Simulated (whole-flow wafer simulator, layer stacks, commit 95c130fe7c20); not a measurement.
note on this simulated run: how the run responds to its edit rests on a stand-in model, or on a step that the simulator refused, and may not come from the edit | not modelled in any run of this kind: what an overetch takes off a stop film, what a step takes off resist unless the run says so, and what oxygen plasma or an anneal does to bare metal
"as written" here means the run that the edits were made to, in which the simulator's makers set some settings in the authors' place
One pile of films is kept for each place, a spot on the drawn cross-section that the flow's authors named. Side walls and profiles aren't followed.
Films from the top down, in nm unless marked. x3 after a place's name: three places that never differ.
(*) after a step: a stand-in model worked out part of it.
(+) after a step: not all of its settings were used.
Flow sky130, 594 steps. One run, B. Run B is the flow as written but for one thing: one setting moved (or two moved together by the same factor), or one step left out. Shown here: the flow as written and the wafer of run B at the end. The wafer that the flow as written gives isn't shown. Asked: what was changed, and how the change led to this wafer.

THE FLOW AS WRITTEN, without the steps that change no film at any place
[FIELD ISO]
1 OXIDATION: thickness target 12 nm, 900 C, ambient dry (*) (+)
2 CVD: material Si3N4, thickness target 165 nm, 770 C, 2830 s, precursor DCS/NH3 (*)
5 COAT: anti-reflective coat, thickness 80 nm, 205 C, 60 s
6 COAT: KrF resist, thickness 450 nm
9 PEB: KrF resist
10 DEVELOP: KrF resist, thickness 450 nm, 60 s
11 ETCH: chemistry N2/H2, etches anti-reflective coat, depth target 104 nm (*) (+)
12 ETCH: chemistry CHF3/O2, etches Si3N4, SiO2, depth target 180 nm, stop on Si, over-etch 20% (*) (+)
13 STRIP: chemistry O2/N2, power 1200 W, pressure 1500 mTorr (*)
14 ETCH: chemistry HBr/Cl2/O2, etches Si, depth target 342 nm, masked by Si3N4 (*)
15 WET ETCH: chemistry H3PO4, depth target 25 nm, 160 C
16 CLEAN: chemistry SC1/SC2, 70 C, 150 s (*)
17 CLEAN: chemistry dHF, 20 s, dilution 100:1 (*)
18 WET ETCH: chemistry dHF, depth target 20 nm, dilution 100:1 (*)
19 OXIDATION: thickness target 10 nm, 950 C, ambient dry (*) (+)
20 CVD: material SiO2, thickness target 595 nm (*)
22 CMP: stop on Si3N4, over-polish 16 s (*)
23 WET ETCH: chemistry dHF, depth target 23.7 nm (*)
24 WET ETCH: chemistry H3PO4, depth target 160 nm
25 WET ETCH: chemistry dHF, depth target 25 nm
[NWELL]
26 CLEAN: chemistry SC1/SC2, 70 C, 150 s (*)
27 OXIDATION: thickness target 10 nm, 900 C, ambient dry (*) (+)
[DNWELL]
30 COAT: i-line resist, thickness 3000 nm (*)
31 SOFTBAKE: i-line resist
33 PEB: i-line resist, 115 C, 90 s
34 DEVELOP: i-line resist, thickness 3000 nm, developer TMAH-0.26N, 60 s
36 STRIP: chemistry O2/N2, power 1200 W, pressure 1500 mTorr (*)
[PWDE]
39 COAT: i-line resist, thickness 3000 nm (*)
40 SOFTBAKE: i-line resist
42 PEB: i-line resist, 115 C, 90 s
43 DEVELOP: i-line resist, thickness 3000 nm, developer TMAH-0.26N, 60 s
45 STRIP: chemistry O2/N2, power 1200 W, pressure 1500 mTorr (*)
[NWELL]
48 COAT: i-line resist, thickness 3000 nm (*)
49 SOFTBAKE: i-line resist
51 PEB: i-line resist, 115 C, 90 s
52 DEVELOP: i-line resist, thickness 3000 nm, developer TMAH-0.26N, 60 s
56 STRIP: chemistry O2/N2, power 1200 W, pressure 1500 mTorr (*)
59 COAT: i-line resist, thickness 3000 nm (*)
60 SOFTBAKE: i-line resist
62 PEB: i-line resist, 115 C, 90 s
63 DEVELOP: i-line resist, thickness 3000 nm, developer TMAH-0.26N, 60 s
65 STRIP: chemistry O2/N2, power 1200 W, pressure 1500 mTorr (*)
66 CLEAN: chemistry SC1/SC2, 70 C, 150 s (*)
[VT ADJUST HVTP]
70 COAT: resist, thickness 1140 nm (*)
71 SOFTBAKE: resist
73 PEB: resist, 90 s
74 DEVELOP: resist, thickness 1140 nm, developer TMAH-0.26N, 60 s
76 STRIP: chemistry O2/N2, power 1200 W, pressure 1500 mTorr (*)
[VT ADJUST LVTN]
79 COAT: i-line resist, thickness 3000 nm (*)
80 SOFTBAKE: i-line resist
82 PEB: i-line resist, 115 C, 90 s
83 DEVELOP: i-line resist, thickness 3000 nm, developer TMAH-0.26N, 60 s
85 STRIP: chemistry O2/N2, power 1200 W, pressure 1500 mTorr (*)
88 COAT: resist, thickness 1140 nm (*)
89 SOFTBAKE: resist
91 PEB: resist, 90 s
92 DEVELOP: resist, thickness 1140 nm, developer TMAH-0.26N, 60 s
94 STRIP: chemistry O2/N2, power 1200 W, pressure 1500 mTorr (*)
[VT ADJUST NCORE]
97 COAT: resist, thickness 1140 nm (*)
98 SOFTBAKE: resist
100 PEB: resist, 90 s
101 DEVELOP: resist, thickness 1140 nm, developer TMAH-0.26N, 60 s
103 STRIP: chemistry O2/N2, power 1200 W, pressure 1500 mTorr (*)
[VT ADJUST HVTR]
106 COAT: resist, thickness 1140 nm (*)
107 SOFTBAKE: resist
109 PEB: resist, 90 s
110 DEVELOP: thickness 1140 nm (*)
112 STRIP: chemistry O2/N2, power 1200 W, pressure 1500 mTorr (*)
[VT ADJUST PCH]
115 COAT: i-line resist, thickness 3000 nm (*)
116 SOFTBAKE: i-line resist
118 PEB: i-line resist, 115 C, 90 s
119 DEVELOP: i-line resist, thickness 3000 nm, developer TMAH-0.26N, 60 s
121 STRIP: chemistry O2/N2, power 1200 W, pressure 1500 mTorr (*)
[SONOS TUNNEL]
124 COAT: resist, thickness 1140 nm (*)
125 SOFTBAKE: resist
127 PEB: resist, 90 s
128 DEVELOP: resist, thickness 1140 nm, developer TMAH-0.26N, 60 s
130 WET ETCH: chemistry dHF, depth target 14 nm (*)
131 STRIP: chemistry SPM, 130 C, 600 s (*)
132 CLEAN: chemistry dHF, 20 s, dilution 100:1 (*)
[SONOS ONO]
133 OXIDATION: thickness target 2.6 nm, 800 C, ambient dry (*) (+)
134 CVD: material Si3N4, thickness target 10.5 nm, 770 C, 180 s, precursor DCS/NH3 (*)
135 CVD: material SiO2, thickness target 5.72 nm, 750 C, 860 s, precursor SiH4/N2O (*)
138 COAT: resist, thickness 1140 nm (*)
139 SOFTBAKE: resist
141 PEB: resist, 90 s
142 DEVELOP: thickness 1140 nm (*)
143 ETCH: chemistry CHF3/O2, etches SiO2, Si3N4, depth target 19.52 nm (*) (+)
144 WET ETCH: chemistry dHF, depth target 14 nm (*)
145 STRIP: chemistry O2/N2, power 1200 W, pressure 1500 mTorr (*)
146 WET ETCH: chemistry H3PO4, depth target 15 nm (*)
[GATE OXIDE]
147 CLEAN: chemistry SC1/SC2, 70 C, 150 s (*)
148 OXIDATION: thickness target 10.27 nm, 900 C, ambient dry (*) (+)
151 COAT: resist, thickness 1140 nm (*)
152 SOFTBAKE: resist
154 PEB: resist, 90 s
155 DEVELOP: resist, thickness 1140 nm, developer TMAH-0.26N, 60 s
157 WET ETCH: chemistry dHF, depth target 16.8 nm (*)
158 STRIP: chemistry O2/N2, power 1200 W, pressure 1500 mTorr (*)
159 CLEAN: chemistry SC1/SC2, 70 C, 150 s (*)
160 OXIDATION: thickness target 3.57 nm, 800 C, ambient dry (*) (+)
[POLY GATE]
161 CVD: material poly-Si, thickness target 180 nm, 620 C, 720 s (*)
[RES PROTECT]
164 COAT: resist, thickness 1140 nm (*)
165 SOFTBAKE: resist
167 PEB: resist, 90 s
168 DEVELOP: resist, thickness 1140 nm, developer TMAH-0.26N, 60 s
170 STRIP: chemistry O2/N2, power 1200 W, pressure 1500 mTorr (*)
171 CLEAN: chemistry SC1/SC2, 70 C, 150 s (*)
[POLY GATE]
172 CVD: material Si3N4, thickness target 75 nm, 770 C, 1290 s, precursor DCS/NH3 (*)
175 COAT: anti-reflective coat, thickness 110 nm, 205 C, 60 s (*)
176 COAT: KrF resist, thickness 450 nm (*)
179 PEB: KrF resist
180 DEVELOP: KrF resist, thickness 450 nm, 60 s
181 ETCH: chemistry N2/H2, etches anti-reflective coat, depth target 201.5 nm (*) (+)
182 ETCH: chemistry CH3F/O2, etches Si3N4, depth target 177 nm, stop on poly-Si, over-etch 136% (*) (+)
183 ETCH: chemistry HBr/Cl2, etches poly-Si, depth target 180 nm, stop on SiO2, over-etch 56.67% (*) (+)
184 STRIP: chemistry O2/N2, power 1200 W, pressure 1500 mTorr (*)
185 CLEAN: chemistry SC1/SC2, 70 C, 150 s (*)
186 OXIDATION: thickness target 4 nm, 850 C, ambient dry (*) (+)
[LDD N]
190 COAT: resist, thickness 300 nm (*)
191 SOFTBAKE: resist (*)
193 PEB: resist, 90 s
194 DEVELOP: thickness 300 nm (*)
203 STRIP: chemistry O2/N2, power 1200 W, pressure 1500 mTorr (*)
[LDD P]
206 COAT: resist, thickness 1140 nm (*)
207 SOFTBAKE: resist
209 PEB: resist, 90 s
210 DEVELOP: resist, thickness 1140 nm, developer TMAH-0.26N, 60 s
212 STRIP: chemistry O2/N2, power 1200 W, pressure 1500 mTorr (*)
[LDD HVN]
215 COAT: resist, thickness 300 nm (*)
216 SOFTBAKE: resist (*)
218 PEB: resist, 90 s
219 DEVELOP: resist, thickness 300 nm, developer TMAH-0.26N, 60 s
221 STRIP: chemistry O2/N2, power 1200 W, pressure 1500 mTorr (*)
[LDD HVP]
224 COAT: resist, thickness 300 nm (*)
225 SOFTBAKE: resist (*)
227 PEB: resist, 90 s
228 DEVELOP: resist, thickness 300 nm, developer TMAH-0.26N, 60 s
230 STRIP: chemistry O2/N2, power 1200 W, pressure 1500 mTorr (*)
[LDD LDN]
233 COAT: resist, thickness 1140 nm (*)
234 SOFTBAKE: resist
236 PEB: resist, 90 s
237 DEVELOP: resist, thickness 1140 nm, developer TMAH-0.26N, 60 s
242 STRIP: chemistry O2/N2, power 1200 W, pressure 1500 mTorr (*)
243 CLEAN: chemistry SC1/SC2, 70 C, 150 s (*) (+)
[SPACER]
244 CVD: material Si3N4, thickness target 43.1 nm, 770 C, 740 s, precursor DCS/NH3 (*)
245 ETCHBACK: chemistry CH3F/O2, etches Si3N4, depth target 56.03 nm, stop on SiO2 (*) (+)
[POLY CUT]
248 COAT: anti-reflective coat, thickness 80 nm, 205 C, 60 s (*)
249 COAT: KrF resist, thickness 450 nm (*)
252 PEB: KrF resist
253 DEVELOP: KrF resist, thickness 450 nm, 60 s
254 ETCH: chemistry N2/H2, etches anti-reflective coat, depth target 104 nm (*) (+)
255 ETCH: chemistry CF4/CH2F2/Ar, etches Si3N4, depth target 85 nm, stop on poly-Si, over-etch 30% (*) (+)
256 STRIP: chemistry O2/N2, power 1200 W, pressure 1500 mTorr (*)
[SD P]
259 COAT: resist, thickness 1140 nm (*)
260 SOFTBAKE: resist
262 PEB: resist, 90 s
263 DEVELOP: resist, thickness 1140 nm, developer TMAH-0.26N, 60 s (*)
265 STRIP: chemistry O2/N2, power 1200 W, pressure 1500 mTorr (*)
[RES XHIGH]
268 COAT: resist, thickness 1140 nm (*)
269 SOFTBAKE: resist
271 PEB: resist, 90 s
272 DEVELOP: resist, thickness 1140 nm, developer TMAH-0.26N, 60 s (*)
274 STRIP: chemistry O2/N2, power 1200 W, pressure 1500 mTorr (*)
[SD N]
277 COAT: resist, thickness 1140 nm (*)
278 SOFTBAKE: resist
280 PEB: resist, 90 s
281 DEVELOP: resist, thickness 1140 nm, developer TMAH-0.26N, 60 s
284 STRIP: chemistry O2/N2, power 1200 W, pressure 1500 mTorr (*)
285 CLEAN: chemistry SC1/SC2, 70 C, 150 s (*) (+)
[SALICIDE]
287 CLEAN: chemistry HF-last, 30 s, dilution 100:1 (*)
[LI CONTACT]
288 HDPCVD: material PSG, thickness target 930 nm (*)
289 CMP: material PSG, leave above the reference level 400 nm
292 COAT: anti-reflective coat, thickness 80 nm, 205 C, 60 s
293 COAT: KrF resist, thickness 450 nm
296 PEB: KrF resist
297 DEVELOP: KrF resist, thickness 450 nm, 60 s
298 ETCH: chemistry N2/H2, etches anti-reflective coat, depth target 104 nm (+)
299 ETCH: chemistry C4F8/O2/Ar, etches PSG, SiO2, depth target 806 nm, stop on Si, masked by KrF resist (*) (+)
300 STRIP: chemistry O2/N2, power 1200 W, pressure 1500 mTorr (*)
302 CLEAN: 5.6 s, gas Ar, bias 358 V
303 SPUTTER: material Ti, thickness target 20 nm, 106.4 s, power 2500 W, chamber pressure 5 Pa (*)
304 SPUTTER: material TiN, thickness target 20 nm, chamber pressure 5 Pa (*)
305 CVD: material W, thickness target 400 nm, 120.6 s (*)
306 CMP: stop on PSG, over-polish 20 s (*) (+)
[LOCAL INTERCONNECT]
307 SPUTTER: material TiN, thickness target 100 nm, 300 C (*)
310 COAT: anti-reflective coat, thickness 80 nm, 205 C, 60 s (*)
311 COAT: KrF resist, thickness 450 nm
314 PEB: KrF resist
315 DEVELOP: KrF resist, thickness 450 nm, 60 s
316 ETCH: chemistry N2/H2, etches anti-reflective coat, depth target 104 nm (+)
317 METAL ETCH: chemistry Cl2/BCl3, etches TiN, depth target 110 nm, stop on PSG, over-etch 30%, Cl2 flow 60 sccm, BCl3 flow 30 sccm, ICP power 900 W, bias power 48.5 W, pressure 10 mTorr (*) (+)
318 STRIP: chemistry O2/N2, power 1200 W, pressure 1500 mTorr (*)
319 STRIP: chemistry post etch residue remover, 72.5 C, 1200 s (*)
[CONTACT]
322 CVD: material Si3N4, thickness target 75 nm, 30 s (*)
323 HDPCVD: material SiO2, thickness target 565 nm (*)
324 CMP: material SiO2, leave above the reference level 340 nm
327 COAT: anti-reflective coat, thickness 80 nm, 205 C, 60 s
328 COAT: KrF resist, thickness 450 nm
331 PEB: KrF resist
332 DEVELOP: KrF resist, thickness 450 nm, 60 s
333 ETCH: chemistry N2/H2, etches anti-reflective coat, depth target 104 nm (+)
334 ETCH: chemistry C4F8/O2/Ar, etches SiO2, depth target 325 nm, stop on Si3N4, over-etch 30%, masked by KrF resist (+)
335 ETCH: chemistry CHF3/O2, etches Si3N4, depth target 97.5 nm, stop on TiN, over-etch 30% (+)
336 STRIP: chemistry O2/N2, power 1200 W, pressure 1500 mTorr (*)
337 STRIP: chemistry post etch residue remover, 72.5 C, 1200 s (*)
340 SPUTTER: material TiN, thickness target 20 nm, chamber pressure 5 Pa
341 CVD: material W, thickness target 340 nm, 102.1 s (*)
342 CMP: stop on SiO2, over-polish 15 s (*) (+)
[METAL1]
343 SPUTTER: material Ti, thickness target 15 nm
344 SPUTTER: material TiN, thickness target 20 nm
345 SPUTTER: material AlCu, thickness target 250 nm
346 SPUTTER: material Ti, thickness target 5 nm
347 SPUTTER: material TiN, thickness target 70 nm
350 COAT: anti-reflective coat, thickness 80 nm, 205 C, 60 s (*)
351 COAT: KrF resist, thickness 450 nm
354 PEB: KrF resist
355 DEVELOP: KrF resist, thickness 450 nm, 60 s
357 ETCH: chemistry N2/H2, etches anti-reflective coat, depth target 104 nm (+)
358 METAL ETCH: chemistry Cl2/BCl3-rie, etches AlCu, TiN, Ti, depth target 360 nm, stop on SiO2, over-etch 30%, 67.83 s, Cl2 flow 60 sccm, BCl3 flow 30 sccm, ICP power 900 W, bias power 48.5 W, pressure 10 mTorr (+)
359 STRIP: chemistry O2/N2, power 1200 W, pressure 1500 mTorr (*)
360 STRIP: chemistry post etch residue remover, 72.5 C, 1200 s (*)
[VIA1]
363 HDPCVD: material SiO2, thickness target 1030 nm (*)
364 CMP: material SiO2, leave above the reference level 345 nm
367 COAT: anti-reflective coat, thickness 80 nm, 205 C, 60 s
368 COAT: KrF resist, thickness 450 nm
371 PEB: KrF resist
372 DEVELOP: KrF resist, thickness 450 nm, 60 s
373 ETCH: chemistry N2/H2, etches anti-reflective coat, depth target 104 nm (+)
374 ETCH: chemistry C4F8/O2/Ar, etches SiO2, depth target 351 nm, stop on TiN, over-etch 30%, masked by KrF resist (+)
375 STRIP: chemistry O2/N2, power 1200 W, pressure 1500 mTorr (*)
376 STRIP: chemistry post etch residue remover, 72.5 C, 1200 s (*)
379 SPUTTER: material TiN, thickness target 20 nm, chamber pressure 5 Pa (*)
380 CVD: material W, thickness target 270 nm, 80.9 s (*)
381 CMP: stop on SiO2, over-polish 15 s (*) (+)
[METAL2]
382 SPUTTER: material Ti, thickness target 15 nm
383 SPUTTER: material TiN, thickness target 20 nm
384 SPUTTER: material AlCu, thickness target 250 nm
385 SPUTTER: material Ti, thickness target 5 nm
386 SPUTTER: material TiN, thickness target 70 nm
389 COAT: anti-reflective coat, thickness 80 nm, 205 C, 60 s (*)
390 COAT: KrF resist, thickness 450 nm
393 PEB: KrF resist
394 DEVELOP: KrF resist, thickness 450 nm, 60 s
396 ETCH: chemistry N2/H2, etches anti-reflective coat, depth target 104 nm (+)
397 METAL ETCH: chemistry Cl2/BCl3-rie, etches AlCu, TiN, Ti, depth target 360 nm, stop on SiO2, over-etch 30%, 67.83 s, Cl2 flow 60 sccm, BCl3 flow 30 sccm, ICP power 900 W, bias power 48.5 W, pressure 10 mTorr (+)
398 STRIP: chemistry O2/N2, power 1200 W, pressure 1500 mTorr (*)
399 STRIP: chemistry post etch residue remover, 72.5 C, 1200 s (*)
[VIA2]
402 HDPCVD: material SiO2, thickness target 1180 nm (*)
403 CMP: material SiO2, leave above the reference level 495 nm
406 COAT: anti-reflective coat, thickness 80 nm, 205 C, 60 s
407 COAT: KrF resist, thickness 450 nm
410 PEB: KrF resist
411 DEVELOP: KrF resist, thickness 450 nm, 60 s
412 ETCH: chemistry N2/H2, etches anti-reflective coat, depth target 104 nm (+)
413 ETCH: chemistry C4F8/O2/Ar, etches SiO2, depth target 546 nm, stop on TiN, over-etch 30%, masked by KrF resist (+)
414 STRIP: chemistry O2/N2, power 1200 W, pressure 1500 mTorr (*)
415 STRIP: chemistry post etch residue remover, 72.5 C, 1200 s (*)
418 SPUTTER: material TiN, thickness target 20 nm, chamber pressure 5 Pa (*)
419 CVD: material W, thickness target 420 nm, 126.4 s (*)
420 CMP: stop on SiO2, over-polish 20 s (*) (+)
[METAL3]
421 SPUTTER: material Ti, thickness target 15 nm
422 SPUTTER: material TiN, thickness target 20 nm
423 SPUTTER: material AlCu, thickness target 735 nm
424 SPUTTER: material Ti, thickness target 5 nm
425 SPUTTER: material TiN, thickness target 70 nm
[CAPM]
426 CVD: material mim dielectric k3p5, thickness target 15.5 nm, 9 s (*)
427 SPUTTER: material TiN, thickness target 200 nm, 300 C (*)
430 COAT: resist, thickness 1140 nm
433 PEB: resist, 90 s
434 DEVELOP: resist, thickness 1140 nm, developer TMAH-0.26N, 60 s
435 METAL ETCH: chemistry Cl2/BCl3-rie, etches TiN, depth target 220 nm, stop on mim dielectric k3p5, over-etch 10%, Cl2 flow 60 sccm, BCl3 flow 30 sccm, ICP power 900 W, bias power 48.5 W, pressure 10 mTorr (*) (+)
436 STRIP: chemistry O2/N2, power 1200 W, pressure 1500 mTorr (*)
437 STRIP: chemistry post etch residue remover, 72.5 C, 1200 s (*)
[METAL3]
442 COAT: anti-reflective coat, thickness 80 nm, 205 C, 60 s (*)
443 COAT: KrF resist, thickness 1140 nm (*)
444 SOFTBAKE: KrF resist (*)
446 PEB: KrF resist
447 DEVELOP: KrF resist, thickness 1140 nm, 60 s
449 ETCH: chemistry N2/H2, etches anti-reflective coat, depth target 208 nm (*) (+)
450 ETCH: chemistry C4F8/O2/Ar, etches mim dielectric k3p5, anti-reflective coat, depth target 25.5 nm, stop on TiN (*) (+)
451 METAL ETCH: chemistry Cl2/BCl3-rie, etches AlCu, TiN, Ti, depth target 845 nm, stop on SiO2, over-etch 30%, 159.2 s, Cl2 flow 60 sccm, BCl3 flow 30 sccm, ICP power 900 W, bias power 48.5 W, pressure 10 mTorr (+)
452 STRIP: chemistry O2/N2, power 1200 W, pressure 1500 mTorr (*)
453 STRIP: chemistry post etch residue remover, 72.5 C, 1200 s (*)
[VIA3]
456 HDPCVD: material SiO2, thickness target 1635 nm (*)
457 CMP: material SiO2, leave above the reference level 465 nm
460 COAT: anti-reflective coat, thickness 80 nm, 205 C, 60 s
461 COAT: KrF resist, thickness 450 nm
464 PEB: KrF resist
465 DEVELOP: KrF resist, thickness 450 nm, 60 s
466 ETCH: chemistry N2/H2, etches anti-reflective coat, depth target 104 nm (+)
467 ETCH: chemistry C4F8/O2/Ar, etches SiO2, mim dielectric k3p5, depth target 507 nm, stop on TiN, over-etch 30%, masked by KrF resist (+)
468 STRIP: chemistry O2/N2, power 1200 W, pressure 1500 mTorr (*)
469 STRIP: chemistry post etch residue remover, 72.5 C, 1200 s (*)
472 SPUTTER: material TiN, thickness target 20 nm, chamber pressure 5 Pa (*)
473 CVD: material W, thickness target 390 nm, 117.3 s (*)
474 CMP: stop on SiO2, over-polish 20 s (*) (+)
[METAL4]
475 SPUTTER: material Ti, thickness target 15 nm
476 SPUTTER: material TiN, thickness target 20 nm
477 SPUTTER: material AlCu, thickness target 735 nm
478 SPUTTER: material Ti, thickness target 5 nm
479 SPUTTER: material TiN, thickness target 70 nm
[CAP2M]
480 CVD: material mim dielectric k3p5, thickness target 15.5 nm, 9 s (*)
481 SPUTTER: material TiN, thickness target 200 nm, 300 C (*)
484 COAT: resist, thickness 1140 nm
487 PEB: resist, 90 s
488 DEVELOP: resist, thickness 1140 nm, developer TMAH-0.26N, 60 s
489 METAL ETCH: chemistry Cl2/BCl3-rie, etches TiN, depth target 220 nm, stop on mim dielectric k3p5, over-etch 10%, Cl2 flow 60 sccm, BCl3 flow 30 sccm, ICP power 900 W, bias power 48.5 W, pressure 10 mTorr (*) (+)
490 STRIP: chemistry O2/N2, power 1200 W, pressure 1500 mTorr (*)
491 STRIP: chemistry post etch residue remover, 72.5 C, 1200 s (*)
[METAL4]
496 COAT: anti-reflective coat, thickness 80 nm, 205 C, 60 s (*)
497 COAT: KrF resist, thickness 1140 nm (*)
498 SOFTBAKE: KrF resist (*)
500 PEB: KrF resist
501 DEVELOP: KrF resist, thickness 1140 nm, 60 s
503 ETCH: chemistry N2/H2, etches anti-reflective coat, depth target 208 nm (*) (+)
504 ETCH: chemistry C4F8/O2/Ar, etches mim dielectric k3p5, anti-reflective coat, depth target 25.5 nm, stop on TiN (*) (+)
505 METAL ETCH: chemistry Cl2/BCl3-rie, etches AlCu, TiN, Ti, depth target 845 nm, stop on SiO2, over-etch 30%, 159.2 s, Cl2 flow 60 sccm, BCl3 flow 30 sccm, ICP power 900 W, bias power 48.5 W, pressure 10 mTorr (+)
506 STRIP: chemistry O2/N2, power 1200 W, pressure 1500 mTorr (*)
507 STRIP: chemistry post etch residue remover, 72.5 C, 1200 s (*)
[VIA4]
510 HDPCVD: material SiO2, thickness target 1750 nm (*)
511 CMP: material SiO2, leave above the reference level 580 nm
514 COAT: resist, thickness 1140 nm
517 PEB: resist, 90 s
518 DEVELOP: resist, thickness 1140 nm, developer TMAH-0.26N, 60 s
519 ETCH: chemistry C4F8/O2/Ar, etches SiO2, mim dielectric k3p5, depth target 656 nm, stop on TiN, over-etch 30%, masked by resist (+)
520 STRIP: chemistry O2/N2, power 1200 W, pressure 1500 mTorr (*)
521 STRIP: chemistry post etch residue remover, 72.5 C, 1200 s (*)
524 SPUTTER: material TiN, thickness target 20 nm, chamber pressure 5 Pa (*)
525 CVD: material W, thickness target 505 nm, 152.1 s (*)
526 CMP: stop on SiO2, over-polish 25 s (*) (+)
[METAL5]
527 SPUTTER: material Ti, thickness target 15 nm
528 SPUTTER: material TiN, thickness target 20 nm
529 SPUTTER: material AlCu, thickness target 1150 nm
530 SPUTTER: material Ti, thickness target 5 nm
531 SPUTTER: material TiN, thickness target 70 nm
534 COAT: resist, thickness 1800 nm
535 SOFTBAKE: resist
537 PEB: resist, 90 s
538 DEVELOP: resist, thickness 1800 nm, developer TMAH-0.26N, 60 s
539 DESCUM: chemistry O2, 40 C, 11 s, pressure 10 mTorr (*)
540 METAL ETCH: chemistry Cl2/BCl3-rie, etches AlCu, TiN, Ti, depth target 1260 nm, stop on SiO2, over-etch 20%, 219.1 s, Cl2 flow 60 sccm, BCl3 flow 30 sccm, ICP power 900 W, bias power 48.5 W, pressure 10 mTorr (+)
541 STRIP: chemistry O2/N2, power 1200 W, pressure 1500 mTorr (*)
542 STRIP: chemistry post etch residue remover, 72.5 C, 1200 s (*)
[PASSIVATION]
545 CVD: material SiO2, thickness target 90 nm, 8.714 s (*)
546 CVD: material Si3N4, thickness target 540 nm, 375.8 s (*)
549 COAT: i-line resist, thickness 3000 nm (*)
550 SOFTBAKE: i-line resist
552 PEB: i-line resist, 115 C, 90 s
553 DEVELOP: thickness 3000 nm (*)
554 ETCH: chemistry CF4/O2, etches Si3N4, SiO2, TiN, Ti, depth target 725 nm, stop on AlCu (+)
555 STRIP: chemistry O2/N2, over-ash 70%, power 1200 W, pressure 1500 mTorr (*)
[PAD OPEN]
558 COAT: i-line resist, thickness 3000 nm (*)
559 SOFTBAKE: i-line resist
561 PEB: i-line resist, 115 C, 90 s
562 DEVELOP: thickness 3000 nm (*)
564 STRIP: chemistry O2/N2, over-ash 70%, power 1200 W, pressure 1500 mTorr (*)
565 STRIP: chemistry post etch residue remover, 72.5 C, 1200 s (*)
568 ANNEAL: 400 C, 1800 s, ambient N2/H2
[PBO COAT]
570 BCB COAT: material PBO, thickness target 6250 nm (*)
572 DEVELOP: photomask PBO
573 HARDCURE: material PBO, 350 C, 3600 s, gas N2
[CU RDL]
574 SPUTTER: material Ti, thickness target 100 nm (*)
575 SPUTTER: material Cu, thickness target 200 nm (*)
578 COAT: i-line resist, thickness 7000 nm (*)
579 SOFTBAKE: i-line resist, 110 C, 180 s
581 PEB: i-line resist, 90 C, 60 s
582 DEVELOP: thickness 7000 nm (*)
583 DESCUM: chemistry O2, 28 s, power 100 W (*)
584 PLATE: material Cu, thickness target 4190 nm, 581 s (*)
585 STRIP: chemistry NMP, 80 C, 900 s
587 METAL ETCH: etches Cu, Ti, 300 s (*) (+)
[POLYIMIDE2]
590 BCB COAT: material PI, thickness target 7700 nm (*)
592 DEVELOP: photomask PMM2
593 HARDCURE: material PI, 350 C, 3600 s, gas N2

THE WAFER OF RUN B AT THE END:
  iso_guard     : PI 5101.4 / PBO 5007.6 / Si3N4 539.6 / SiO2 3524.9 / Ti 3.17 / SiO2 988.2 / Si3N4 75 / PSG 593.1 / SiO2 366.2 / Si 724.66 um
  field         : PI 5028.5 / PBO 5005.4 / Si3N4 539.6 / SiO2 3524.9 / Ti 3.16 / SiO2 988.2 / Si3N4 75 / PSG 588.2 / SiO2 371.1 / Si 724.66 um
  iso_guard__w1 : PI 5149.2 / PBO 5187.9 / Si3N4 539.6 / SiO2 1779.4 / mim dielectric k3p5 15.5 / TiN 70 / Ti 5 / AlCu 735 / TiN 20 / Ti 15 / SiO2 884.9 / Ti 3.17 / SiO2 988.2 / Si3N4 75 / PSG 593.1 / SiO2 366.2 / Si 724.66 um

The cause: step 384, SPUTTER: thickness target 362.5 nm was run, where the flow has thickness target 250 nm.

How the change led to this, step by step:
  384 SPUTTER: material AlCu, thickness target 250 nm
      field, active, n_well and 188 more: AlCu +362.5 (new film) (as written it would be: AlCu +250 (new film))
  397 METAL ETCH: chemistry Cl2/BCl3-rie, etches AlCu, TiN, Ti, depth target 360 nm, stop on SiO2, over-etch 30%, 67.83 s, Cl2 flow 60 sccm, BCl3 flow 30 sccm, ICP power 900 W, bias power 48.5 W, pressure 10 mTorr (+)
      field, active, gate and 82 more: TiN -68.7 (all of it), Ti -5 (all of it), AlCu -362.5 (all of it), TiN -20 (all of it), Ti -11.8 (as written it would be: TiN -68.7 (all of it), Ti -5 (all of it), AlCu -250 (all of it), TiN -20 (all of it), Ti -15 (all of it), SiO2 -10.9)
  402 HDPCVD: material SiO2, thickness target 1180 nm (*)
      field, active, gate and 82 more: SiO2 +1180 (new film) (as written it would be: SiO2 +1180)
  403 CMP: material SiO2, leave above the reference level 495 nm
      field, active, gate and 82 more: SiO2 -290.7 (as written it would be: SiO2 -389.1)
Counting metal films that touch as one body, iso_guard has 1 body; the flow as written gives 0 bodies.
Counting metal films that touch as one body, field has 1 body; the flow as written gives 0 bodies.
Counting metal films that touch as one body, iso_guard__w1 has 2 bodies (between them, from the top down: SiO2 884.9); the flow as written gives 1 body.
